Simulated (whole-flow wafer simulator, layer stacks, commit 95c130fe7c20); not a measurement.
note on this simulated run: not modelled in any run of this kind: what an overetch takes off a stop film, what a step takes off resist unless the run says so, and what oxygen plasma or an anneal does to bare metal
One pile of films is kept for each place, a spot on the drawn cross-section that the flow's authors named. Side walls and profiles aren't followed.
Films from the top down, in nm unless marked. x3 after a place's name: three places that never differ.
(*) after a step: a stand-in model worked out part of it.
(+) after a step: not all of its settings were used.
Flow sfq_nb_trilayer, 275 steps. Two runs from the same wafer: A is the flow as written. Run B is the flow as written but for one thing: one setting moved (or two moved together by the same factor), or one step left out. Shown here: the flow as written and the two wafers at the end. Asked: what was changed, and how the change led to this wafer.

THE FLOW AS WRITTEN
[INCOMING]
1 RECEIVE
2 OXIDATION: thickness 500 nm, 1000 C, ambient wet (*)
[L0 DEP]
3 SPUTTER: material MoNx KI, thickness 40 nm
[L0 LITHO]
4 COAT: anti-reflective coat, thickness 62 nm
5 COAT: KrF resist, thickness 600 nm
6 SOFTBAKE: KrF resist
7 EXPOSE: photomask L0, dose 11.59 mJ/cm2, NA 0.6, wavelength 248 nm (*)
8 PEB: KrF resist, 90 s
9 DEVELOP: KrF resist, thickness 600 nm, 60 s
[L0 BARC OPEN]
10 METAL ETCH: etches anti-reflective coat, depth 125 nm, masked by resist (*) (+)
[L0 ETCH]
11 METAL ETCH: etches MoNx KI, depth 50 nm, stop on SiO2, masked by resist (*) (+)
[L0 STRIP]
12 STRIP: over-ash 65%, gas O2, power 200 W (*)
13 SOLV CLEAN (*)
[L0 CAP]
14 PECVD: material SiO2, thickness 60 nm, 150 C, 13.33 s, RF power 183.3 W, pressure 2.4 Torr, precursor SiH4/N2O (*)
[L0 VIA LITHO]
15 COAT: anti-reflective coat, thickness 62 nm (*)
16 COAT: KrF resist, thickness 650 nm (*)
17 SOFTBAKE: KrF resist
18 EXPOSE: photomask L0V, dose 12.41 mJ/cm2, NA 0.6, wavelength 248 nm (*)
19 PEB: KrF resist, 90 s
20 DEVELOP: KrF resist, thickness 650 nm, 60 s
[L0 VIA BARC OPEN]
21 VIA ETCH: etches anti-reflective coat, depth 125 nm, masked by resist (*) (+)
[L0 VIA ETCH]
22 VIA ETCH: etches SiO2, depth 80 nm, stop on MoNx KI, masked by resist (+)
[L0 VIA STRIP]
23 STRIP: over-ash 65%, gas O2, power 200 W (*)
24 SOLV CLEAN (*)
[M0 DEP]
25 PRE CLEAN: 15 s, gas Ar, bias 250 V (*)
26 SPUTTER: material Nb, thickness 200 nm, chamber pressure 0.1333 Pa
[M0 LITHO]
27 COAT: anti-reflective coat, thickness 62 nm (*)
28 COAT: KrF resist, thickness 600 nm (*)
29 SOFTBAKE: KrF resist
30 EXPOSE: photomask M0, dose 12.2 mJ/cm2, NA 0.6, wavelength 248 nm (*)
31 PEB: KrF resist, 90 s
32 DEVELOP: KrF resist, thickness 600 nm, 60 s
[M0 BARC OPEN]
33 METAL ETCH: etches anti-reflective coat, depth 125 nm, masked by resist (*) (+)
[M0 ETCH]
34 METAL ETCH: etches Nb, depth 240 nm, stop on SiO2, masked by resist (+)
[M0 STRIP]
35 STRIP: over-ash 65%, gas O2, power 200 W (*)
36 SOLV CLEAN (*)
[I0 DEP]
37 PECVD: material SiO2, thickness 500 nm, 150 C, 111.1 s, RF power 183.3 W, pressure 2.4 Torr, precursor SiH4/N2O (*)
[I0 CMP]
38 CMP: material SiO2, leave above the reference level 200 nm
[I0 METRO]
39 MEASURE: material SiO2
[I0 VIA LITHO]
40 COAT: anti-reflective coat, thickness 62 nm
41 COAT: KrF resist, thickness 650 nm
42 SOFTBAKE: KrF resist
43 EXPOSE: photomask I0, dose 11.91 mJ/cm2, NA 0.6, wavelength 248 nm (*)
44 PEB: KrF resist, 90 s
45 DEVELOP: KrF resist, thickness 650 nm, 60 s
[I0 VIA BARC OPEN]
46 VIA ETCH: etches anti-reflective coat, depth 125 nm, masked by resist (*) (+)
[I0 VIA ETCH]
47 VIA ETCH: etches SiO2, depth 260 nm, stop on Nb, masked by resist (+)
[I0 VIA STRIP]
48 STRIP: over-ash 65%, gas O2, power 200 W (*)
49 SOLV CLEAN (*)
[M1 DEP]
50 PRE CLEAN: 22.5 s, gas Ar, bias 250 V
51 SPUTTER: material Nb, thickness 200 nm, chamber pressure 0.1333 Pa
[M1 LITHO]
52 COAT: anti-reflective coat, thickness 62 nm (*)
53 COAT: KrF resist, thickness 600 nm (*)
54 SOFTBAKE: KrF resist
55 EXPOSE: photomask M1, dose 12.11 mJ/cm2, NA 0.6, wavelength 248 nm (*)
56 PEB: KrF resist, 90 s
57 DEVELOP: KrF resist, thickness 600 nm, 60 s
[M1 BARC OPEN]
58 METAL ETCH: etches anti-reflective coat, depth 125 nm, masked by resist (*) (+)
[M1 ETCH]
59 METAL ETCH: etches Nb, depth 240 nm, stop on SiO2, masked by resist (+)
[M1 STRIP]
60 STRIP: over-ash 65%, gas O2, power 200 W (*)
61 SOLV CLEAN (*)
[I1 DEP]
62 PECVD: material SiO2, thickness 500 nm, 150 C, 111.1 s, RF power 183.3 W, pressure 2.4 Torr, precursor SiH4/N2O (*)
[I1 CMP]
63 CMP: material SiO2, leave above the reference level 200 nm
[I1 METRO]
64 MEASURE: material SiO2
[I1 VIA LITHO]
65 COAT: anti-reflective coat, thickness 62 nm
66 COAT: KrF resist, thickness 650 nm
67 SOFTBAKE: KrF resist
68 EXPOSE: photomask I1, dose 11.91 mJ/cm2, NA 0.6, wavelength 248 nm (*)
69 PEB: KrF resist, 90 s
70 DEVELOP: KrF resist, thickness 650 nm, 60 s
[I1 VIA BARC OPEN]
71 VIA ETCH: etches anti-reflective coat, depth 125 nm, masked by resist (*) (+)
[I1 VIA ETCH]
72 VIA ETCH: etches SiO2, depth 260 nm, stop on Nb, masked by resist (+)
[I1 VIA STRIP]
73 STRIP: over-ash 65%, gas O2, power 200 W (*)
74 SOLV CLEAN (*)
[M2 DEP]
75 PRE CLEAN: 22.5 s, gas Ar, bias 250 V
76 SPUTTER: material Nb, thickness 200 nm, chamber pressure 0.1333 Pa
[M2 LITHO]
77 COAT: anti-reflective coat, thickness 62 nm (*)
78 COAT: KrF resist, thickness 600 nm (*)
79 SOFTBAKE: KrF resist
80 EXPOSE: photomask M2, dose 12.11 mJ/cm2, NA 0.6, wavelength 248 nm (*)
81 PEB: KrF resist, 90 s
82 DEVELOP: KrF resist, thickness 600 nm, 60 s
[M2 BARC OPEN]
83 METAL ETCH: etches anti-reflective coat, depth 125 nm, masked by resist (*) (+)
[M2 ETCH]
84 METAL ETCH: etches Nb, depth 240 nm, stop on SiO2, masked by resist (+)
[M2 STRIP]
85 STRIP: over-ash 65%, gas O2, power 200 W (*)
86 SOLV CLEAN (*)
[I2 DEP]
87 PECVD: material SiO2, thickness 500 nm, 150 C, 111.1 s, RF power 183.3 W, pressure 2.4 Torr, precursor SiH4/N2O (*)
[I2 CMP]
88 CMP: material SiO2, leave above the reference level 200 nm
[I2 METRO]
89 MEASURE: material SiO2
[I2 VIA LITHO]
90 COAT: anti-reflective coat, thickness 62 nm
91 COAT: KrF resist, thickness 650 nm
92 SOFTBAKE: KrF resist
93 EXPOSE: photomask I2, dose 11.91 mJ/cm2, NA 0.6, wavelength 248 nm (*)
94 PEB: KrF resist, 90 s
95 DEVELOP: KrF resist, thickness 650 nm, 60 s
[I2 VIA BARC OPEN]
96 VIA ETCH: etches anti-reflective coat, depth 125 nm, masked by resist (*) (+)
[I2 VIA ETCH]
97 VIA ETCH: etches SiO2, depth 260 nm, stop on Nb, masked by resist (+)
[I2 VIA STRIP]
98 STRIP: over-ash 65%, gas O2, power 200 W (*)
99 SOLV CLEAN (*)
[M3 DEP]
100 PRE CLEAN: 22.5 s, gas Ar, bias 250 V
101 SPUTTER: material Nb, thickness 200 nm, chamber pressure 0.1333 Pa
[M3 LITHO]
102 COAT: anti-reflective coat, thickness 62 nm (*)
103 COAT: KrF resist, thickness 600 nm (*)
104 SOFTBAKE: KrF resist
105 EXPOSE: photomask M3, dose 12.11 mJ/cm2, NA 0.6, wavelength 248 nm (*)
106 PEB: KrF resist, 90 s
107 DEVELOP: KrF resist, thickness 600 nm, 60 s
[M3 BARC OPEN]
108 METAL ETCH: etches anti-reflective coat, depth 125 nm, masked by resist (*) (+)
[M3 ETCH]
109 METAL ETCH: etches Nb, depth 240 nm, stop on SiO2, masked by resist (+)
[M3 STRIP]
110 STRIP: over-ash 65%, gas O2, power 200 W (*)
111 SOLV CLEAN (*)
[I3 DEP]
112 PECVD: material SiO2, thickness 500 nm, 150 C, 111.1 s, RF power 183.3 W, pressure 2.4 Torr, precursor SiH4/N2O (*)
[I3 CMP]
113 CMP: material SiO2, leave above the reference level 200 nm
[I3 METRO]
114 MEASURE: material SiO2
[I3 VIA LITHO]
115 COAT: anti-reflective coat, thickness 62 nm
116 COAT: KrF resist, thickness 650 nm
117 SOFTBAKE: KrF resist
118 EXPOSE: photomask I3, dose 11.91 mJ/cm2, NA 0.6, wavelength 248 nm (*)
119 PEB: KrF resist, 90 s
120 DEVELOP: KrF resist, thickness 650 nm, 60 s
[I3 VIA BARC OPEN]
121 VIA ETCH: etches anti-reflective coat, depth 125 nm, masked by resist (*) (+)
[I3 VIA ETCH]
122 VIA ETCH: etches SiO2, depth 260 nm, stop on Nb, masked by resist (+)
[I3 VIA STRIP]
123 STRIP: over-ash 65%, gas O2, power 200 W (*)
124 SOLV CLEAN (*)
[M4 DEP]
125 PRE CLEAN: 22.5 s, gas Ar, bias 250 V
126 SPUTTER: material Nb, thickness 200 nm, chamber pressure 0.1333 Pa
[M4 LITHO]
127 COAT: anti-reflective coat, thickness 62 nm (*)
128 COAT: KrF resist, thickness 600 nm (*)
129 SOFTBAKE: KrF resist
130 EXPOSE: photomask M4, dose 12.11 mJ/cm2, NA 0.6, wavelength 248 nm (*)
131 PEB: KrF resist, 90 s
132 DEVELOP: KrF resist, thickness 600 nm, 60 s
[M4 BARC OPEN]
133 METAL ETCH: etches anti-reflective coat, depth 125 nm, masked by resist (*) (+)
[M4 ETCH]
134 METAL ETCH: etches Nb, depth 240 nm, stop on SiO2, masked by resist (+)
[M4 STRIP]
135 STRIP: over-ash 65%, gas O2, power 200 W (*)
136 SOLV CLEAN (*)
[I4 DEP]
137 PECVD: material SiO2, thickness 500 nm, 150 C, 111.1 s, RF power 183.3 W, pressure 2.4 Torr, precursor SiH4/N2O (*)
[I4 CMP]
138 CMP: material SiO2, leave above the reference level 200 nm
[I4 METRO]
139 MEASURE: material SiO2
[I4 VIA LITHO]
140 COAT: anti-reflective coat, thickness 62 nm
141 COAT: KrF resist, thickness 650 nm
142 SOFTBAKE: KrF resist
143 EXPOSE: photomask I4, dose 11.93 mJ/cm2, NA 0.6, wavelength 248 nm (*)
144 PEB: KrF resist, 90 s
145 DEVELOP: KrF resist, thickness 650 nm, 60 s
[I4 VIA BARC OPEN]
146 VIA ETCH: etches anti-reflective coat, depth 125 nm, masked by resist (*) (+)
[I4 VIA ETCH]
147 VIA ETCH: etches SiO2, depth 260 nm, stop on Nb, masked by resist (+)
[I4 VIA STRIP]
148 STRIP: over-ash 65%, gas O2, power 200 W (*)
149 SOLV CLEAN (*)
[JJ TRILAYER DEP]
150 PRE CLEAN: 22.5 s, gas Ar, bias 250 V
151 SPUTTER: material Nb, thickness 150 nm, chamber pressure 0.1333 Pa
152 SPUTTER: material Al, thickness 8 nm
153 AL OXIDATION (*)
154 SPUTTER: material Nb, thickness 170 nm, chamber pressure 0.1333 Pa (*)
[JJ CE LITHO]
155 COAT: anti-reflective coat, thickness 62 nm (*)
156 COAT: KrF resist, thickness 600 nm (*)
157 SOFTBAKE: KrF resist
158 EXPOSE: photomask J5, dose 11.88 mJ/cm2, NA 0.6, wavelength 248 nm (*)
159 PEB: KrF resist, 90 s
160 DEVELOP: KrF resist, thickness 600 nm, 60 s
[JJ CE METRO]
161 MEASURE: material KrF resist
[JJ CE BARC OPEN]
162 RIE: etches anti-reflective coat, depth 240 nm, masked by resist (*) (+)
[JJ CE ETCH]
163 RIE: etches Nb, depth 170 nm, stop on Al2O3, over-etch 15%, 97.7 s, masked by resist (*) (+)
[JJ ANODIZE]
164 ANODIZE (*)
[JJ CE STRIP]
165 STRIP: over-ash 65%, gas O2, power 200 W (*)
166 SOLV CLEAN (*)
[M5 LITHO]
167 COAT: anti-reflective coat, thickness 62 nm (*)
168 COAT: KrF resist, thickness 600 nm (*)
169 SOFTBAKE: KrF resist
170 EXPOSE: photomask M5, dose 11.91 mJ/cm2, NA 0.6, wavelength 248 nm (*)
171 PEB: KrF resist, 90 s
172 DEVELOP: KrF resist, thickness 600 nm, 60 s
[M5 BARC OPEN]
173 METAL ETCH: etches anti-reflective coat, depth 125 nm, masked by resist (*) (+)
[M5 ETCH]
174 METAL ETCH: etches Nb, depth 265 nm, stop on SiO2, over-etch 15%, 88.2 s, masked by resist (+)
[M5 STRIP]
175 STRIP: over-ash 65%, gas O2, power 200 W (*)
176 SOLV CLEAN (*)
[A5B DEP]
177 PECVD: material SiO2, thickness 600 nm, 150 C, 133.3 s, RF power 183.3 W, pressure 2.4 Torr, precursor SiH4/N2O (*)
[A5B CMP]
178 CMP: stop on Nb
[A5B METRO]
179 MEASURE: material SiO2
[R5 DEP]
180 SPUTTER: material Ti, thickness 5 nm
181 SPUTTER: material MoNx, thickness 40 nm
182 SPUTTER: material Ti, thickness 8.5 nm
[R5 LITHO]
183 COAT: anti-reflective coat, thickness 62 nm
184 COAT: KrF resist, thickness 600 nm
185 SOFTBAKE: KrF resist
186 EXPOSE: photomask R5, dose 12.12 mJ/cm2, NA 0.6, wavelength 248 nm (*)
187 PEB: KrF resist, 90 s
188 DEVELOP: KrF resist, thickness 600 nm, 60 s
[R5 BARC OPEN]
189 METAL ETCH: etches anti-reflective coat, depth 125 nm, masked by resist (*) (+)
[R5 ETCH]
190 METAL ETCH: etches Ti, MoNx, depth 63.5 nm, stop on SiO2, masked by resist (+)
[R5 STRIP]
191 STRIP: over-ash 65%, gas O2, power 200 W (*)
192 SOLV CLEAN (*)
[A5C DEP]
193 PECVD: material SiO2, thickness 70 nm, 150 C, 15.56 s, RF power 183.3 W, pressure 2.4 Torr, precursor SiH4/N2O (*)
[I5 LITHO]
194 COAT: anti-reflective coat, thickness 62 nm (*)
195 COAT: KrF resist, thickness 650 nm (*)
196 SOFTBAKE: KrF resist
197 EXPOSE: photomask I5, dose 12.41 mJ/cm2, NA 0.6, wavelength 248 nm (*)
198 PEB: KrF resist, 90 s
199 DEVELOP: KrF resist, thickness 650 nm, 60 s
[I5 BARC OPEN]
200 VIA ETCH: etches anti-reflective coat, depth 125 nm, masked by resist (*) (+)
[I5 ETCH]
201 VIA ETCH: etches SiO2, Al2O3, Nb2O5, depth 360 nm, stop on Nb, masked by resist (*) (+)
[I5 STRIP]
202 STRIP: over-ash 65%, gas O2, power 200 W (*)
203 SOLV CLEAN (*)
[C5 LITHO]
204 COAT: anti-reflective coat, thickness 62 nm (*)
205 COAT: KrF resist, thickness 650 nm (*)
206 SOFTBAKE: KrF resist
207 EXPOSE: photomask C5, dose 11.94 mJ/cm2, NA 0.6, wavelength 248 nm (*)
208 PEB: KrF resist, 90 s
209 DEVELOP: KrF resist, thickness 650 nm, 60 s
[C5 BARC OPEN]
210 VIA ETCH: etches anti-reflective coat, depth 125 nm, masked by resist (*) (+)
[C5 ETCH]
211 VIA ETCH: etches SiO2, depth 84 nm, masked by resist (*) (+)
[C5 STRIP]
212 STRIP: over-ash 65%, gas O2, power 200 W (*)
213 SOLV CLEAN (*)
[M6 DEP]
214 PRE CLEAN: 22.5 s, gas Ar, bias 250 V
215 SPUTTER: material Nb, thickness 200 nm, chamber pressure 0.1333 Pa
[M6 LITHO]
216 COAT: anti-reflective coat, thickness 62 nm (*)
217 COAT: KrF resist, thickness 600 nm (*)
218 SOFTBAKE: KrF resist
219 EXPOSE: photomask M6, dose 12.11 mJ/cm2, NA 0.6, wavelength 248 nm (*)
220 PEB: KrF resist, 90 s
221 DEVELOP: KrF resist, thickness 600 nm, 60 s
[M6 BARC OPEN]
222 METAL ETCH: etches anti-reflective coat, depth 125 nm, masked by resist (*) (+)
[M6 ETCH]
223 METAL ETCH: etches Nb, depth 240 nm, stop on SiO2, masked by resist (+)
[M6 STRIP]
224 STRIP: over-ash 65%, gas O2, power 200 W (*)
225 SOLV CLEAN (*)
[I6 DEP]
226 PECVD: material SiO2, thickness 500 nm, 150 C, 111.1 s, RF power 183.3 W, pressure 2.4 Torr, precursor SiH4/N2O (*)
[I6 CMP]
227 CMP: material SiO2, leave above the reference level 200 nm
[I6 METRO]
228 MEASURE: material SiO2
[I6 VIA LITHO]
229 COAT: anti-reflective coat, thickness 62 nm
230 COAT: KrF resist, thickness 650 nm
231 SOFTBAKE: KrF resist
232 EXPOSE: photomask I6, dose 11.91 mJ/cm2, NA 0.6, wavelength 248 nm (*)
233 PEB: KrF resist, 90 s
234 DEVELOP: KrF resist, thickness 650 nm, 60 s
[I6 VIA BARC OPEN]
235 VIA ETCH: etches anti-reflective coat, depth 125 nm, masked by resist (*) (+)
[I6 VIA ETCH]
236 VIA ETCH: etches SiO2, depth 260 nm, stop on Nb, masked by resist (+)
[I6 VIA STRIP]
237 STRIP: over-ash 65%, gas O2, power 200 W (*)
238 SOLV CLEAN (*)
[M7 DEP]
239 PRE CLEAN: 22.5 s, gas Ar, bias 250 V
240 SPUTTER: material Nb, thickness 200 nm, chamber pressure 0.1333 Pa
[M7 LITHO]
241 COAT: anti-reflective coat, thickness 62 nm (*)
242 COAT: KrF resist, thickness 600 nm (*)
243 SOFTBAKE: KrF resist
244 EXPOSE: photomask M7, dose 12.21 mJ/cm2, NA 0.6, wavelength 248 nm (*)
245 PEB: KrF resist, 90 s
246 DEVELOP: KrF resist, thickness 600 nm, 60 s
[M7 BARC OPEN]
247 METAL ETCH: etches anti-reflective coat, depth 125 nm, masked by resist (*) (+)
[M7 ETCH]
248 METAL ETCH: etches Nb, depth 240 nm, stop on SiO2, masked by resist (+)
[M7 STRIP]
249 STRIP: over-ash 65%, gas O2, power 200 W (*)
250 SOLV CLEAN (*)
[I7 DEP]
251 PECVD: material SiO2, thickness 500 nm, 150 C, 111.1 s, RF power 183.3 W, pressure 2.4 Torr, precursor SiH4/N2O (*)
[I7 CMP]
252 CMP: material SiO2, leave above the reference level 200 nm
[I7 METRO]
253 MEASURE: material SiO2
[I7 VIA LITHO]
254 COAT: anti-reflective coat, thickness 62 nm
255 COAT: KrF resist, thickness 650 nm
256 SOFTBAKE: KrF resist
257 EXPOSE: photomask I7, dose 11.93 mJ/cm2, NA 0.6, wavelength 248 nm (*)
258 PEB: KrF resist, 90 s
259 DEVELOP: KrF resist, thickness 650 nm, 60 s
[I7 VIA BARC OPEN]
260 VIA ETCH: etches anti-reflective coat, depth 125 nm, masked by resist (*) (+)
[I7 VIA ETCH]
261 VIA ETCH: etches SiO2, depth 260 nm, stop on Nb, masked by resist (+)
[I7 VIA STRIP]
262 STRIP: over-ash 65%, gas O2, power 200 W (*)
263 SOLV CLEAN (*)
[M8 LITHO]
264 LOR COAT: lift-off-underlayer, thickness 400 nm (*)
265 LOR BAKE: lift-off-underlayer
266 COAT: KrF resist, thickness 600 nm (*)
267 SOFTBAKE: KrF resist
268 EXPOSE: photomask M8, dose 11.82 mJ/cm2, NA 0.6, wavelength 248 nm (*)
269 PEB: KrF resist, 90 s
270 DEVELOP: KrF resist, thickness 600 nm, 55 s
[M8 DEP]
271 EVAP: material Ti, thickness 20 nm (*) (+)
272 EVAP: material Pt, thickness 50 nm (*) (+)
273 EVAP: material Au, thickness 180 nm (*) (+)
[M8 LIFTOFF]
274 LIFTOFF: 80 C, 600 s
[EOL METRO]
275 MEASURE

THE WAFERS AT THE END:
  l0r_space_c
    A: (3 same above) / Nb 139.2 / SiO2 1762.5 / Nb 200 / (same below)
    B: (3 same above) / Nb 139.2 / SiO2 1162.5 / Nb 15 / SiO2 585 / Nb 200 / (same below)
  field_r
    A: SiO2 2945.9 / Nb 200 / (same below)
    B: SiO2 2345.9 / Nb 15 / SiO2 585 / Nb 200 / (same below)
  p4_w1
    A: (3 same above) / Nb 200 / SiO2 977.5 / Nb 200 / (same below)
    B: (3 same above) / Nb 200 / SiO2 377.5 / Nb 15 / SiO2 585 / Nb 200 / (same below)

The cause: step 84, METAL ETCH: depth 185 nm was run, where the flow has depth 240 nm.

How the change led to this, step by step:
  84 METAL ETCH: etches Nb, depth 240 nm, stop on SiO2, masked by resist (+)
      field_l, be, be_sur and 81 more: A Nb -200 (all of it) | B Nb -185
      v_sur, via_wl, via_w and 19 more: A KrF resist -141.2 | B KrF resist -108.8
  85 STRIP: over-ash 65%, gas O2, power 200 W (*)
      wl_j_sl, wl_jj, wl_j_sr and 12 more: A KrF resist -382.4 (all of it), anti-reflective coat -62 (all of it) | B KrF resist -414.7 (all of it), anti-reflective coat -62 (all of it)
      v_sur: A KrF resist -380 (all of it), anti-reflective coat -61.4 (all of it) | B KrF resist -412.4 (all of it), anti-reflective coat -61.4 (all of it)
      (and at 6 more places)
  87 PECVD: material SiO2, thickness 500 nm, 150 C, 111.1 s, RF power 183.3 W, pressure 2.4 Torr, precursor SiH4/N2O (*)
      field_l, be, be_sur and 81 more: A SiO2 +500 | B SiO2 +500 (new film)
  88 CMP: material SiO2, leave above the reference level 200 nm
      field_l, be, be_sur and 81 more: A SiO2 -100 | B SiO2 -115
Counting metal films that touch as one body, l0r_space_c has 3 bodies (between them, from the top down: SiO2 1162.5; SiO2 585); the flow as written gives 2 bodies (between them, from the top down: SiO2 1762.5).
Counting metal films that touch as one body, field_r has 2 bodies (between them, from the top down: SiO2 585); the flow as written gives 1 body.
Counting metal films that touch as one body, p4_w1 has 4 bodies (between them, from the top down: SiO2 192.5; SiO2 377.5; SiO2 585); the flow as written gives 3 bodies (between them, from the top down: SiO2 192.5; SiO2 977.5).
